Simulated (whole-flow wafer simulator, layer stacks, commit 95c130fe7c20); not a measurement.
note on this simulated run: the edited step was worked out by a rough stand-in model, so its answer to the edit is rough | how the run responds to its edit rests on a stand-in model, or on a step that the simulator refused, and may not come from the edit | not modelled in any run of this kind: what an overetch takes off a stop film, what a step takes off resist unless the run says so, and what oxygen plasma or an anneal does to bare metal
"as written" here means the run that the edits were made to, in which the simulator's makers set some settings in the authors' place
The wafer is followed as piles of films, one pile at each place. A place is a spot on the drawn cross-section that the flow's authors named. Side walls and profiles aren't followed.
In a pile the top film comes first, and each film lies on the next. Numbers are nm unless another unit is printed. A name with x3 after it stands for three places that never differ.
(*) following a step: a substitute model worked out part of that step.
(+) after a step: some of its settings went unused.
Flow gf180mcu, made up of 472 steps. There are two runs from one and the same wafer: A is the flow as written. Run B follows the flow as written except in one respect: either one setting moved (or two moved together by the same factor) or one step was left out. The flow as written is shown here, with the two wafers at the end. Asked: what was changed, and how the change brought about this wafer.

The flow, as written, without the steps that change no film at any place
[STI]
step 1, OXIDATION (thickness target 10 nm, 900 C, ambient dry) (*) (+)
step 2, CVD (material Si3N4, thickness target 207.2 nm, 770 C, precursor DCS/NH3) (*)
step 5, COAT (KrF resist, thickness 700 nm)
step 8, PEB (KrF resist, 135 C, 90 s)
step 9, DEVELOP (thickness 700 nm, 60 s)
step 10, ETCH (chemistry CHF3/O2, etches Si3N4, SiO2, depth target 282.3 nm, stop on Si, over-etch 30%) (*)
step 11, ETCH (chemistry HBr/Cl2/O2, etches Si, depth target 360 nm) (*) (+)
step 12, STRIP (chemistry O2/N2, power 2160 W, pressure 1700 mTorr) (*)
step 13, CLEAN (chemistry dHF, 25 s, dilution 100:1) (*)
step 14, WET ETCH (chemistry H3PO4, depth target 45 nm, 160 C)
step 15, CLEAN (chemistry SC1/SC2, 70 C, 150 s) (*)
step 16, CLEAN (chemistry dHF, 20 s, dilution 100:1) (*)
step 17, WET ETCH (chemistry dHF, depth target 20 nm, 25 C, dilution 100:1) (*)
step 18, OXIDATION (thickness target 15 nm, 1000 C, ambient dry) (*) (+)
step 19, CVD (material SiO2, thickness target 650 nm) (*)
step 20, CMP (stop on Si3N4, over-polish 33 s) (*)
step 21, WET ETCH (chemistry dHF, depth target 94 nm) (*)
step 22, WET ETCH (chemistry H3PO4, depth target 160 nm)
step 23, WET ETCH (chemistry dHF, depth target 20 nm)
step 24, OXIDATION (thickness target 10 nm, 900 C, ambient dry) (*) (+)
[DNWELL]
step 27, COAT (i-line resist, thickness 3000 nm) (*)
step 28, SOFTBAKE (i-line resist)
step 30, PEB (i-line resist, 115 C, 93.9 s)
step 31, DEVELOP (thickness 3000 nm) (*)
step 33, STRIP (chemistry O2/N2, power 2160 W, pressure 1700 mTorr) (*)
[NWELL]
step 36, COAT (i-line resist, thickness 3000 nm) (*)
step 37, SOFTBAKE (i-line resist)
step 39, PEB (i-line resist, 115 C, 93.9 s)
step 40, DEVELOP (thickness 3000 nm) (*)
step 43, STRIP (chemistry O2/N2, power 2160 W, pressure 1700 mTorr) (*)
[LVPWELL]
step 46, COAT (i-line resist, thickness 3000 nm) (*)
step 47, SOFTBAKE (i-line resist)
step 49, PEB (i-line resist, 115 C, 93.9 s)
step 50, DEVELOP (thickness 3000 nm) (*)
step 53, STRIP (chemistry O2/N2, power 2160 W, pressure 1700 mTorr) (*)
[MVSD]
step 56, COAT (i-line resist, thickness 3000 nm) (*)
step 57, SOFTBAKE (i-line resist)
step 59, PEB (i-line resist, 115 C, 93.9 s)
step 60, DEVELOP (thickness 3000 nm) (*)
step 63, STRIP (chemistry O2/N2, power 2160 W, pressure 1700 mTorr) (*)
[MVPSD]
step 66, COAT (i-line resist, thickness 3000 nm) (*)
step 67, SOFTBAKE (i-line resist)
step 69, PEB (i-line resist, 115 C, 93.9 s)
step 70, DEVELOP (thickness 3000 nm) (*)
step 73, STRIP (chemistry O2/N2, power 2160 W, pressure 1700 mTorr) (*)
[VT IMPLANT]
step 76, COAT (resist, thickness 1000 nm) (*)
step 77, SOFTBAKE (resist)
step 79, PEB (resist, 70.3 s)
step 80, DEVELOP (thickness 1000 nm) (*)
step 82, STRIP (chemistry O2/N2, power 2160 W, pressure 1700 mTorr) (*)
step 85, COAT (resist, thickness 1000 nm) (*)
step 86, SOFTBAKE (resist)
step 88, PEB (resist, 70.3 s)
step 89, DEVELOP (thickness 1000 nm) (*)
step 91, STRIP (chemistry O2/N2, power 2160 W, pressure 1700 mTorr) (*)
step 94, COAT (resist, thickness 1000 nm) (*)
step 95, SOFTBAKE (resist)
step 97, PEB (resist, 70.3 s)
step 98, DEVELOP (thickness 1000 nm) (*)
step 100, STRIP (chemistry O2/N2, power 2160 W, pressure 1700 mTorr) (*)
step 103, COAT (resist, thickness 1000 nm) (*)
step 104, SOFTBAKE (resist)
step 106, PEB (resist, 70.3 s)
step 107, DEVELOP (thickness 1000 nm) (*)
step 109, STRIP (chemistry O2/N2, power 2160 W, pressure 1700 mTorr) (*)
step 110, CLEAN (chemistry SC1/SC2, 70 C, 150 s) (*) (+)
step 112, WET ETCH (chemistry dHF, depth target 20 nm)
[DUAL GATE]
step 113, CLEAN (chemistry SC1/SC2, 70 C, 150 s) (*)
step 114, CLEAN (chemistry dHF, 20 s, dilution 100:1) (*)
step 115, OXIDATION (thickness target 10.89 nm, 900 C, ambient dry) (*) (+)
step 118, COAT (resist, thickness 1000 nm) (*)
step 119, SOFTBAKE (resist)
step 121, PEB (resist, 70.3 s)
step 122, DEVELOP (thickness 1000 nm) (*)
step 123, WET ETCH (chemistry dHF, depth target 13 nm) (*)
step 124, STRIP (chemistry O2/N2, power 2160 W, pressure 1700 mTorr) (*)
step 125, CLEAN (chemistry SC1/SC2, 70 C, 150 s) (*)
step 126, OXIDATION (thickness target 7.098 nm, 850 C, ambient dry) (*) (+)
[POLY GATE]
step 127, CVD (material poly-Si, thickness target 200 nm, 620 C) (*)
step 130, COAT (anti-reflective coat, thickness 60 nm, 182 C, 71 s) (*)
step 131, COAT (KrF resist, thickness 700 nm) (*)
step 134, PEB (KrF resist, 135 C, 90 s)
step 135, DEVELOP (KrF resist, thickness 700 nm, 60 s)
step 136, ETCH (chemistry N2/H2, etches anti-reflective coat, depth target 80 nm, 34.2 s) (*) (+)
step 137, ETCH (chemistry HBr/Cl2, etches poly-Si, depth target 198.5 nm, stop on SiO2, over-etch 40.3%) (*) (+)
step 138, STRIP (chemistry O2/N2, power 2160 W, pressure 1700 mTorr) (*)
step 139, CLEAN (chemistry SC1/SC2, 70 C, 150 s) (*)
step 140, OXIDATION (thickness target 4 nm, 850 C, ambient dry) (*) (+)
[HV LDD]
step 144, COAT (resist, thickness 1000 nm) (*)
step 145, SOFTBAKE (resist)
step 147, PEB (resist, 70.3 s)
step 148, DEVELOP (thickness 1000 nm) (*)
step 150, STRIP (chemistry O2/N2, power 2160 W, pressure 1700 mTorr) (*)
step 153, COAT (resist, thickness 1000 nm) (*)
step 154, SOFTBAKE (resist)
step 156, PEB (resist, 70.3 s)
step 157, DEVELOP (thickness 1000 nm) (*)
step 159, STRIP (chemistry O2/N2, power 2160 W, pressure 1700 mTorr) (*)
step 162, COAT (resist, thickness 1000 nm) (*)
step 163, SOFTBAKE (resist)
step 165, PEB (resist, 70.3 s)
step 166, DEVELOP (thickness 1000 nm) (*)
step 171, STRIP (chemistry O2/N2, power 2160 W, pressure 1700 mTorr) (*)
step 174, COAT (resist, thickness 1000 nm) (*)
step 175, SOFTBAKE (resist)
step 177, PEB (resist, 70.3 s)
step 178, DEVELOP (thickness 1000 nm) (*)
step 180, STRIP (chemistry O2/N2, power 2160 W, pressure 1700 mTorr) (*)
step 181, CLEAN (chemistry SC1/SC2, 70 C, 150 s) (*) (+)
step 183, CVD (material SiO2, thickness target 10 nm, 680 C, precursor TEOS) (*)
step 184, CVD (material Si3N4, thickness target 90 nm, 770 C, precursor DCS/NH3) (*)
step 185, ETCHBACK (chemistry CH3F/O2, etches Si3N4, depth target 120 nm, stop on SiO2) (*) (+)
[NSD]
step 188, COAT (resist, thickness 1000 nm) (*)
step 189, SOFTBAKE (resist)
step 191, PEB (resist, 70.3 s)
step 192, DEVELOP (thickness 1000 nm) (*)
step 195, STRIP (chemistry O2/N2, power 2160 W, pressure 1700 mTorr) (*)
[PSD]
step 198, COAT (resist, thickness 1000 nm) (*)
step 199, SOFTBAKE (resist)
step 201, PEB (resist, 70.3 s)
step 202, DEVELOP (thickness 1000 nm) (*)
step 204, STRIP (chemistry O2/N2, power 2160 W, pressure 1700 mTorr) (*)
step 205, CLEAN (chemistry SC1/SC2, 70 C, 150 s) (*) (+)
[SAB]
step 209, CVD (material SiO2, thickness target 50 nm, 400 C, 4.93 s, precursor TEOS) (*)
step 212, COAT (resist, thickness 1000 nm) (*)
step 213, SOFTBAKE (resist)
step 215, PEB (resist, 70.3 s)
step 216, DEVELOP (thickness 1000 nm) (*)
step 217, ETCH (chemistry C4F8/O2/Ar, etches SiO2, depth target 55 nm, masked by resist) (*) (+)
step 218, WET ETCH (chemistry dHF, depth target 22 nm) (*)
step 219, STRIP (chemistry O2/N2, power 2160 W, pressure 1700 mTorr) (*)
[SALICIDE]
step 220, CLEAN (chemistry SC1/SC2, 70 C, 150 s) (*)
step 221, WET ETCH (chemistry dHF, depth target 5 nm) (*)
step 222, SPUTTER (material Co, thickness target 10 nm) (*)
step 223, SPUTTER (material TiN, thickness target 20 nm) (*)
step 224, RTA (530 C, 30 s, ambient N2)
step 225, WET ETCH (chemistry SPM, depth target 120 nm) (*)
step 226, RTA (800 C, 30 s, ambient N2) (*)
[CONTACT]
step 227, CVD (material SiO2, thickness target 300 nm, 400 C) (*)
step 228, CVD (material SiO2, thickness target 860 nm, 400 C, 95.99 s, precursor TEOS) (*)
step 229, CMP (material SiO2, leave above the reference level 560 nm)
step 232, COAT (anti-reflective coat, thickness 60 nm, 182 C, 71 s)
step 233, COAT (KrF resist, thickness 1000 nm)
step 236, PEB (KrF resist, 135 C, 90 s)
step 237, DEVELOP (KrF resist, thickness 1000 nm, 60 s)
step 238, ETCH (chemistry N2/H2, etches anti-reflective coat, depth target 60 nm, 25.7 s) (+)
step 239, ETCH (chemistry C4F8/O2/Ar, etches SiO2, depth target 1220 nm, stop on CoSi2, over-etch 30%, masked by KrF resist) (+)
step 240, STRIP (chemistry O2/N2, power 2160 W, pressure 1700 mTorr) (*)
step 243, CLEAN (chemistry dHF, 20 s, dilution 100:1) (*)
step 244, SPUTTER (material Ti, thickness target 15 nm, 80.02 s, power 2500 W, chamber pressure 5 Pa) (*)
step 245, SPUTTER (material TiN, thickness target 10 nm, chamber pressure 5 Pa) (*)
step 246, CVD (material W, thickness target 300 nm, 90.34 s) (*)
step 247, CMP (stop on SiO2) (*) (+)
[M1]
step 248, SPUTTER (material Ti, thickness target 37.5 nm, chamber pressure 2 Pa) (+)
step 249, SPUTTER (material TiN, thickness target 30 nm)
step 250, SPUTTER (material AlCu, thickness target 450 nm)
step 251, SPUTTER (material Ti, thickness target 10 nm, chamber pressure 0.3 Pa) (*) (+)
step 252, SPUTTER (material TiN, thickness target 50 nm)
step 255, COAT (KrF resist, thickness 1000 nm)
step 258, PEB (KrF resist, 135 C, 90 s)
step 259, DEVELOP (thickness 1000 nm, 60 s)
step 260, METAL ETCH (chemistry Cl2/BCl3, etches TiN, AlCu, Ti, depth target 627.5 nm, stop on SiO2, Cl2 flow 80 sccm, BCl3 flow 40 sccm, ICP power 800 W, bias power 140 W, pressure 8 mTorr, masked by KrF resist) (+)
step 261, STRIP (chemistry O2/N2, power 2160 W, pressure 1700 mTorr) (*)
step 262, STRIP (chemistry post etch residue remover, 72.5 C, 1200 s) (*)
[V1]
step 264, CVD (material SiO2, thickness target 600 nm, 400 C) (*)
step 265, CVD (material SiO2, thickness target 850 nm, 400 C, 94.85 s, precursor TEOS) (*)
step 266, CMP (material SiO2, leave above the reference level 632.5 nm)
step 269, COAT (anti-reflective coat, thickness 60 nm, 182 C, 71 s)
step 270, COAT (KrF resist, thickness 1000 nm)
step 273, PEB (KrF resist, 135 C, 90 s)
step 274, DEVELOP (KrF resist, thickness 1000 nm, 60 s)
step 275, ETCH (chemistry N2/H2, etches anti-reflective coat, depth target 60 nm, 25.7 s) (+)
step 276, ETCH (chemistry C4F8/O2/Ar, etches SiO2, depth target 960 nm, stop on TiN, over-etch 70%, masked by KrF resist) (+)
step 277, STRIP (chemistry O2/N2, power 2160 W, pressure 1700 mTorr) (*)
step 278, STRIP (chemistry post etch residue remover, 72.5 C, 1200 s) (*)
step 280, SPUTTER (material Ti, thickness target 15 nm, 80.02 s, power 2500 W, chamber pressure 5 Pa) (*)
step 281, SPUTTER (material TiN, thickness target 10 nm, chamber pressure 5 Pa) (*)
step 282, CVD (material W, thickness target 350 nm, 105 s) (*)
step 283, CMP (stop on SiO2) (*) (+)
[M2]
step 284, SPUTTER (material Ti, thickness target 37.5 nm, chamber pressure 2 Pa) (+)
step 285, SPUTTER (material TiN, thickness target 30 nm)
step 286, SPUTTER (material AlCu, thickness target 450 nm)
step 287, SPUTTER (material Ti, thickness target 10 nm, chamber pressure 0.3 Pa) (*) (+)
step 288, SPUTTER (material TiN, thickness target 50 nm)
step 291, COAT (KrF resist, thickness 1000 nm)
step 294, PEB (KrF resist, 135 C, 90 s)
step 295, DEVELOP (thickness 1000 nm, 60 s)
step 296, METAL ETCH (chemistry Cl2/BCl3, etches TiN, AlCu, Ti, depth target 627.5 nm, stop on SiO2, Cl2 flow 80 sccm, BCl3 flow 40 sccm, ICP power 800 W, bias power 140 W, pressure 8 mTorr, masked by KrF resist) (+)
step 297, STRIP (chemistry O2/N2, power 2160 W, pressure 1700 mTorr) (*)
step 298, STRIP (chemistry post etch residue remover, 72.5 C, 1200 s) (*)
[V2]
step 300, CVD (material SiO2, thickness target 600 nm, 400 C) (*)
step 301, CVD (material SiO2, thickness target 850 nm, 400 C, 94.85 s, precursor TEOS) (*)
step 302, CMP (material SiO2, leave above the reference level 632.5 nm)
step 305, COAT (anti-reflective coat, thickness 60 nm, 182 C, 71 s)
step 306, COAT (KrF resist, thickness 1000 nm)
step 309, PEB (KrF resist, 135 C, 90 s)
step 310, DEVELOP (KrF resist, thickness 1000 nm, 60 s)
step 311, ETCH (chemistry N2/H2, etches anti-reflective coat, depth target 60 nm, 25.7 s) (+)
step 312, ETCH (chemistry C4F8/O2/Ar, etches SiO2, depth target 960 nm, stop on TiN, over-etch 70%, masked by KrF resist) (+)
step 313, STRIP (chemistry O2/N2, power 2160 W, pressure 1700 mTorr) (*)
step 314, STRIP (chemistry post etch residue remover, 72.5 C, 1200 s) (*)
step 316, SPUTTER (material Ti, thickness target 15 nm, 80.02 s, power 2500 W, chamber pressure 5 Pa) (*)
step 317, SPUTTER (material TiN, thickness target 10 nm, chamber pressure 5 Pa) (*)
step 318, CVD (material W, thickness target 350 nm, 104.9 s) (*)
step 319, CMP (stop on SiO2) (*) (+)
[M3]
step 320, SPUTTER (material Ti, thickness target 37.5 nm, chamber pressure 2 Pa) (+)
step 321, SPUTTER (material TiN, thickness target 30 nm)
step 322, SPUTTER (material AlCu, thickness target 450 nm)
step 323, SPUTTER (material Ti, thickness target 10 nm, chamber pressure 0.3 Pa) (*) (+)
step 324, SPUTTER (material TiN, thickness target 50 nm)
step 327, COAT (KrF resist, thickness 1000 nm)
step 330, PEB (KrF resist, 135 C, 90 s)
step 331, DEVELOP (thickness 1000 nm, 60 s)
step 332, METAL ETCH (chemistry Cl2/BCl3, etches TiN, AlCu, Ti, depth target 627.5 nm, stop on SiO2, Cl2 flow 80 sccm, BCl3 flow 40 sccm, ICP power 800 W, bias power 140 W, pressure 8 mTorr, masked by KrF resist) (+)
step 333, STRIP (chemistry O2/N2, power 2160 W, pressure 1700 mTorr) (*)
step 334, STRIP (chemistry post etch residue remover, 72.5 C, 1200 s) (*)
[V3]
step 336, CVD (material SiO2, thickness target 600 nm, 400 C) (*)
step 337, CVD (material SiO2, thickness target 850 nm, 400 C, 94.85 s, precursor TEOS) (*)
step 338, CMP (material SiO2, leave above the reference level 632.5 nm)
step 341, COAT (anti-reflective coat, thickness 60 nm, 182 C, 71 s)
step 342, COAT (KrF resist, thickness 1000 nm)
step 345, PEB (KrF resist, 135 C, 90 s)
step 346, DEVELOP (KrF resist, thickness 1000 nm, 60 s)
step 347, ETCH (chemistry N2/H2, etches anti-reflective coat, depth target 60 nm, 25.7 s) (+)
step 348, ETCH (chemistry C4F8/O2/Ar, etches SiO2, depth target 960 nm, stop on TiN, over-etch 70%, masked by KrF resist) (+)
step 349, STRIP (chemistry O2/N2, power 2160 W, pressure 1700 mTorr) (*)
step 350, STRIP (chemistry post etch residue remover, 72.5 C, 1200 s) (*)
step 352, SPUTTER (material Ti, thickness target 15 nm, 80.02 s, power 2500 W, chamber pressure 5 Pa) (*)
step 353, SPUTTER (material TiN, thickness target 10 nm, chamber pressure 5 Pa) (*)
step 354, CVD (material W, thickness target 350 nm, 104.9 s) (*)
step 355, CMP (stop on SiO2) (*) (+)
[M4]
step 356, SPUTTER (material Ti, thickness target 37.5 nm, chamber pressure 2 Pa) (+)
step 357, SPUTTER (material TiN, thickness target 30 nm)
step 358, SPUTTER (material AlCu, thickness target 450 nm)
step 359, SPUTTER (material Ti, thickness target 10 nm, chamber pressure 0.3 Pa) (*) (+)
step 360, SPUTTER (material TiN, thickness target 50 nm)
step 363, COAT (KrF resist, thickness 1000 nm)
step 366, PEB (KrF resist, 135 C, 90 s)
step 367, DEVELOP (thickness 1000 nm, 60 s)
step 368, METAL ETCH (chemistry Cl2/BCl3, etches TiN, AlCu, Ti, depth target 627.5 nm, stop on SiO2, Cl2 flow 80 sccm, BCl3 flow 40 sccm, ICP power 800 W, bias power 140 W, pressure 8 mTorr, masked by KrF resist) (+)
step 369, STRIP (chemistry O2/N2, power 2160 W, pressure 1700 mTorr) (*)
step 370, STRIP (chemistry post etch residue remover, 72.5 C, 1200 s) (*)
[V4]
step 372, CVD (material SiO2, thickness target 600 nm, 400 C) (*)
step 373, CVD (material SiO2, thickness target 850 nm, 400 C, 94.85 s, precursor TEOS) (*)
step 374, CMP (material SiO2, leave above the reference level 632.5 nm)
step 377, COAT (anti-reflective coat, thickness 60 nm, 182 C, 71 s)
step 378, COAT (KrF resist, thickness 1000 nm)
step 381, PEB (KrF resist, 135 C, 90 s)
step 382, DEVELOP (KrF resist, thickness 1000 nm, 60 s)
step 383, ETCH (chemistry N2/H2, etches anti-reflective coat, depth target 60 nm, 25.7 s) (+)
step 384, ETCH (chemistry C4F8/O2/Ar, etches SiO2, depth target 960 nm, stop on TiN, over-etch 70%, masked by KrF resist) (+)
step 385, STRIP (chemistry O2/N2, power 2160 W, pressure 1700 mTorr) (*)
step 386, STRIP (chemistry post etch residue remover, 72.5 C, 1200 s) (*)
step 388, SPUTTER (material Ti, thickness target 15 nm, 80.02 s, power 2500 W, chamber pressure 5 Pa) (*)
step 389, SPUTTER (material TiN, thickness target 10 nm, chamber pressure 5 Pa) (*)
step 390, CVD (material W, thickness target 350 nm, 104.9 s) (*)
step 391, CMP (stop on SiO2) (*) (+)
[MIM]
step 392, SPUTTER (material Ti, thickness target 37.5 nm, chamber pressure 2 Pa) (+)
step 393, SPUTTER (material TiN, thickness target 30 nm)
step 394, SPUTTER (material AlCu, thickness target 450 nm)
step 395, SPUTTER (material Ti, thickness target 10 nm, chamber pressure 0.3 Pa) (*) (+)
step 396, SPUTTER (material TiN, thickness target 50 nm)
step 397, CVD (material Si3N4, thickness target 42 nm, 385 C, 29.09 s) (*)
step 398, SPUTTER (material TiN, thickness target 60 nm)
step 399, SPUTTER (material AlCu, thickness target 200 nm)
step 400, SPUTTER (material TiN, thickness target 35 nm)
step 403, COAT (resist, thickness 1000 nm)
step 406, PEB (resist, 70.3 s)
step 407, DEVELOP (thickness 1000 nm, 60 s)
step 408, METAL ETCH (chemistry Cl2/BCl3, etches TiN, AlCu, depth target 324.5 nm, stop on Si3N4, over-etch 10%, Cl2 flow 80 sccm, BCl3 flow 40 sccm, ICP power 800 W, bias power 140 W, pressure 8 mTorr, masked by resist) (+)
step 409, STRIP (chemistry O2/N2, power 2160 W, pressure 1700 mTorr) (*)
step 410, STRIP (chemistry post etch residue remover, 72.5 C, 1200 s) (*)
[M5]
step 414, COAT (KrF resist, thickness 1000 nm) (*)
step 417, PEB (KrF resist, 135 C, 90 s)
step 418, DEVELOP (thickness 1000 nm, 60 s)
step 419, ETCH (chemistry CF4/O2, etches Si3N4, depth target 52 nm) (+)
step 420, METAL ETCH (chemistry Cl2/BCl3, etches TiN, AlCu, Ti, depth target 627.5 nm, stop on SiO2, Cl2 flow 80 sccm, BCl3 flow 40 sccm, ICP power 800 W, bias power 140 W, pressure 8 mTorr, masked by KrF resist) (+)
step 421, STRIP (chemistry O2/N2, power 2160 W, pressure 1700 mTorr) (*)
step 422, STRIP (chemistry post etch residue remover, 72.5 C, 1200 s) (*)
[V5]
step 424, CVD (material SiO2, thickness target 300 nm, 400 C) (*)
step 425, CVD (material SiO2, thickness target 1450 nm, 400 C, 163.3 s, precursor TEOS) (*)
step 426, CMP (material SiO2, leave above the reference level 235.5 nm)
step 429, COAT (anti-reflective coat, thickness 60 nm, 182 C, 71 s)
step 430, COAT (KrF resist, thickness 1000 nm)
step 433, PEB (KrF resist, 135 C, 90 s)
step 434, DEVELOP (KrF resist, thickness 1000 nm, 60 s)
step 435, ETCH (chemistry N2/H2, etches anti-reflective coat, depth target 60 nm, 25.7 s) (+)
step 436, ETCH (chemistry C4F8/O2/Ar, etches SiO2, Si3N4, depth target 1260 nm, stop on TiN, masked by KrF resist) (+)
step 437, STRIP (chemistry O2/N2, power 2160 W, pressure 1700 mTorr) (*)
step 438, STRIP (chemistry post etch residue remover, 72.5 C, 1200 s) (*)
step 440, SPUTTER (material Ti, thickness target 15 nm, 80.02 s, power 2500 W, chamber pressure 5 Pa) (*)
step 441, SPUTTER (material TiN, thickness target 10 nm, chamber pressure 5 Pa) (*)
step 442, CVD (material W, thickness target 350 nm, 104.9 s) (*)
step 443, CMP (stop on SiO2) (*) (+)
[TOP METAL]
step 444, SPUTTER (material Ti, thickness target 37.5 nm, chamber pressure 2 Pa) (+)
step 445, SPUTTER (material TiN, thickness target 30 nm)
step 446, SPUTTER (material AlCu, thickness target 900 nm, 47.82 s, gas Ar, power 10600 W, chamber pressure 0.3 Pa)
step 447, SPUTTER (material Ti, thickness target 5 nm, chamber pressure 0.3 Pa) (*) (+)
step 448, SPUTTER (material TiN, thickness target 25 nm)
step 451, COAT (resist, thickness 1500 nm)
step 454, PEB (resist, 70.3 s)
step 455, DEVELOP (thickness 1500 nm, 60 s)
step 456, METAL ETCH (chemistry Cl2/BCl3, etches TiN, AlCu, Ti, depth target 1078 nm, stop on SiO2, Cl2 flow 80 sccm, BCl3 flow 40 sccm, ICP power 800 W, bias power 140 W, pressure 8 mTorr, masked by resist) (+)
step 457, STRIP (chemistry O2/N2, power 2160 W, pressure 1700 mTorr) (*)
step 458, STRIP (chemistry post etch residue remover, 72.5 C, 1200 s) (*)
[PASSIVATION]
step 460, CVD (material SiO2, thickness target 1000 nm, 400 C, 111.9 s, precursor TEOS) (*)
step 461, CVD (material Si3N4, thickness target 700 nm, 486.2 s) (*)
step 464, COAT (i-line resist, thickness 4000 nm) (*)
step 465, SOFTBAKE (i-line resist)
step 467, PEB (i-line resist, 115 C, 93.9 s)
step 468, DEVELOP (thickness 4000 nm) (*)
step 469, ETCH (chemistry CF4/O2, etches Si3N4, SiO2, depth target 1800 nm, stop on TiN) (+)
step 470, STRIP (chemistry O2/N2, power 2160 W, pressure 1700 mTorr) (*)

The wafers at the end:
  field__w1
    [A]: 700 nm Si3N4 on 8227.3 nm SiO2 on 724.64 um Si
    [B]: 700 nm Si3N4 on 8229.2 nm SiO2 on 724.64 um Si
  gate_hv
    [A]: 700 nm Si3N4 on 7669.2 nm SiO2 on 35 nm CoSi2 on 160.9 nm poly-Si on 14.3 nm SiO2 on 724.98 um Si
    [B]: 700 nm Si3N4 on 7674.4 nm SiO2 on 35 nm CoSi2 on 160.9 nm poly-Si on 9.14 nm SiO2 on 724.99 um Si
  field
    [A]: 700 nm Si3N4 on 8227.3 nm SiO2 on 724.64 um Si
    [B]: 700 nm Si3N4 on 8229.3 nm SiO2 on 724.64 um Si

The reason: step 115, OXIDATION: 832 C was run, whereas the flow has 900 C.

The path from the change to this, step by step:
  step 115, OXIDATION (thickness target 10.89 nm, 900 C, ambient dry) (*) (+)
      active, n_well, p_well and 40 more: A SiO2 gains 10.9 (new film), Si loses 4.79 | B SiO2 gains 5.53 (new film), Si loses 2.43
      sti, mim_1p0, pad and 21 more: A SiO2 gains 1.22, Si loses 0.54 | B SiO2 gains 0.34, Si loses 0.15
      (and at 25 other places as well)
  step 123, WET ETCH (chemistry dHF, depth target 13 nm) (*)
      active, n_well, p_well and 12 more: A SiO2 loses 10.9 (all of it) | B SiO2 loses 5.53 (all of it)
  step 130, COAT (anti-reflective coat, thickness 60 nm, 182 C, 71 s) (*)
      p_well, spacer, sd_n: A anti-reflective coat gains 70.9 (new film) | B anti-reflective coat gains 68 (new film)
      ldn_fp, ldp_fp: A anti-reflective coat gains 48.5 (new film) | B anti-reflective coat gains 47.3 (new film)
      (and at 22 other places as well)
  step 136, ETCH (chemistry N2/H2, etches anti-reflective coat, depth target 80 nm, 34.2 s) (*) (+)
      p_well, spacer, sd_n: A anti-reflective coat loses 70.9 (all of it), poly-Si loses 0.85 | B anti-reflective coat loses 68 (all of it), poly-Si loses 0.92
      ldn_dft, ldp_dft: A anti-reflective coat loses 48.7 (all of it), poly-Si loses 1.42 | B anti-reflective coat loses 47.6 (all of it), poly-Si loses 1.45
      (and at 15 other places as well)
  step 138, STRIP (chemistry O2/N2, power 2160 W, pressure 1700 mTorr) (*)
      gate: A chemical SiO2 gains 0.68 (new film), KrF resist loses 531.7 (all of it), anti-reflective coat loses 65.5 (all of it), poly-Si loses 0.3 | B chemical SiO2 gains 0.68 (new film), KrF resist loses 530.5 (all of it), anti-reflective coat loses 63.8 (all of it), poly-Si loses 0.3
      gate_p: A chemical SiO2 gains 0.68 (new film), KrF resist loses 530.6 (all of it), anti-reflective coat loses 65.9 (all of it), poly-Si loses 0.3 | B chemical SiO2 gains 0.68 (new film), KrF resist loses 529.6 (all of it), anti-reflective coat loses 64.5 (all of it), poly-Si loses 0.3
      (and at 5 other places as well)
  step 145, SOFTBAKE (resist)
      active_nat: A resist gains 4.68 | B resist gains 8.89
  step 154, SOFTBAKE (resist)
      active_nat: A resist gains 4.68 | B resist gains 8.89
  step 163, SOFTBAKE (resist)
      active_nat: A resist gains 4.68 | B resist gains 8.89
  step 175, SOFTBAKE (resist)
      active_nat: A resist gains 4.68 | B resist gains 8.89
  step 189, SOFTBAKE (resist)
      active_hv: A resist gains 2.68 | B resist loses 0.36
  step 199, SOFTBAKE (resist)
      active_hv: A resist gains 2.68 | B resist loses 0.36
  step 218, WET ETCH (chemistry dHF, depth target 22 nm) (*)
      ldn_tap, ldn_src, ldn_drn, ldp_tap, ldp_src, ldp_drn, ldp_gr: A SiO2 loses 16 (all of it) | B SiO2 loses 10.9 (all of it)
      ld_drn_n, ld_sd_p: A SiO2 loses 14.8 (all of it) | B SiO2 loses 9.76 (all of it)
      (and at 5 other places as well)
  step 223, SPUTTER (material TiN, thickness target 20 nm) (*)
      field__w12: A TiN gains 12 (new film) | B TiN gains 12.6 (new film)
  step 225, WET ETCH (chemistry SPM, depth target 120 nm) (*)
      field__w12: A TiN loses 12 (all of it), Co loses 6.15 (all of it) | B TiN loses 12.6 (all of it), Co loses 6.15 (all of it)
